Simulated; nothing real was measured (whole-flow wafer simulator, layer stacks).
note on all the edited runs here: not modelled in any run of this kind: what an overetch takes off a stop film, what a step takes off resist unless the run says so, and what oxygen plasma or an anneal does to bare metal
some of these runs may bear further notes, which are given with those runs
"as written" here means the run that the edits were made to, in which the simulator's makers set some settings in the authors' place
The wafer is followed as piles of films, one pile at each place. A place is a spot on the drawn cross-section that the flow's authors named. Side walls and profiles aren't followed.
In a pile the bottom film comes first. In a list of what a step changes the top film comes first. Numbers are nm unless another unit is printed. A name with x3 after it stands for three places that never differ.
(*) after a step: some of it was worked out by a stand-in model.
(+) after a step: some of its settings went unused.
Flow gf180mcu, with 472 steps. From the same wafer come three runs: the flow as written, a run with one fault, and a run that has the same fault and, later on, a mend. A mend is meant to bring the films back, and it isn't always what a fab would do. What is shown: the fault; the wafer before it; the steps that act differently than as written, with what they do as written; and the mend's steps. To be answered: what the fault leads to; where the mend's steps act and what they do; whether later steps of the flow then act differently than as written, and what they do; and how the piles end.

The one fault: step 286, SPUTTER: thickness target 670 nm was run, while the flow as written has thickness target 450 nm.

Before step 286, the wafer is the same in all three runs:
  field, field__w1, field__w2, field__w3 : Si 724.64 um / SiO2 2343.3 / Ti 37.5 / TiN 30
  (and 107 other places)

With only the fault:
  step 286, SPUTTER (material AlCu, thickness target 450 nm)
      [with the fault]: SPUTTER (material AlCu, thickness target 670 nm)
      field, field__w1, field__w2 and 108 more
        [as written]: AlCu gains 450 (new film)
        [with the fault]: AlCu gains 670 (new film)
  Steps further on in the flow that do not act as written:
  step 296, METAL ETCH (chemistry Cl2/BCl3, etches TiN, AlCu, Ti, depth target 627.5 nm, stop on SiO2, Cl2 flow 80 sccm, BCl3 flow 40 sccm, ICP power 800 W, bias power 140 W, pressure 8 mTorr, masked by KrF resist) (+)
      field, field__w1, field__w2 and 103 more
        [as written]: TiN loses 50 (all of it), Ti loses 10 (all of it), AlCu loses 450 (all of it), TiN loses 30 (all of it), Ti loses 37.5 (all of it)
        [with the fault]: TiN loses 50 (all of it), Ti loses 10 (all of it), AlCu loses 567.5
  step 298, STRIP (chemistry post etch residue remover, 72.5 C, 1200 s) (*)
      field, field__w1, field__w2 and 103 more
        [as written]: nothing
        [with the fault]: AlCu loses 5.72
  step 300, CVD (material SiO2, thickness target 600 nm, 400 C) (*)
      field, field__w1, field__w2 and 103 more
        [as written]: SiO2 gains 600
        [with the fault]: SiO2 gains 600 (new film)
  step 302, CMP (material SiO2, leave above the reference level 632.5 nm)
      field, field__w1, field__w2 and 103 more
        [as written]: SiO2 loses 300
        [with the fault]: SiO2 loses 244.3
  By the end, the piles at field, field__w1, field__w2 and 109 more depart from the flow's by more than 2% or 0.5 nm, whichever is larger.
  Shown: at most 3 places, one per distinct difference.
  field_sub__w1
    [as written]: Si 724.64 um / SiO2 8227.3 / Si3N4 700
    [with the fault]: Si 724.64 um / SiO2 2343.2 / Ti 37.5 / TiN 30 / AlCu 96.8 / SiO2 5939.7 / Si3N4 700
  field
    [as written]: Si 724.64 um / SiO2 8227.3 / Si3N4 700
    [with the fault]: Si 724.64 um / SiO2 2343.3 / Ti 37.5 / TiN 30 / AlCu 96.8 / SiO2 5939.7 / Si3N4 700
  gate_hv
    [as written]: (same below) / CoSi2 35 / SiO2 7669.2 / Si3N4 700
    [with the fault]: (same below) / CoSi2 35 / SiO2 1785.1 / Ti 37.5 / TiN 30 / AlCu 96.8 / SiO2 5939.7 / Si3N4 700

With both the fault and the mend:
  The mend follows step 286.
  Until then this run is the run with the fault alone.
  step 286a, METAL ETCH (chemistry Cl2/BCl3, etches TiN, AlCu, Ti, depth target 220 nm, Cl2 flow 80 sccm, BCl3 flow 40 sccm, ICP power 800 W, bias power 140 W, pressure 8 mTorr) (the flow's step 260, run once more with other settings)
      field, field__w1, field__w2 and 108 more
        AlCu loses 220
  Every later step of the flow that is run acts as written at every place that is followed.
  The piles end the same as the flow's at every place that both follow.
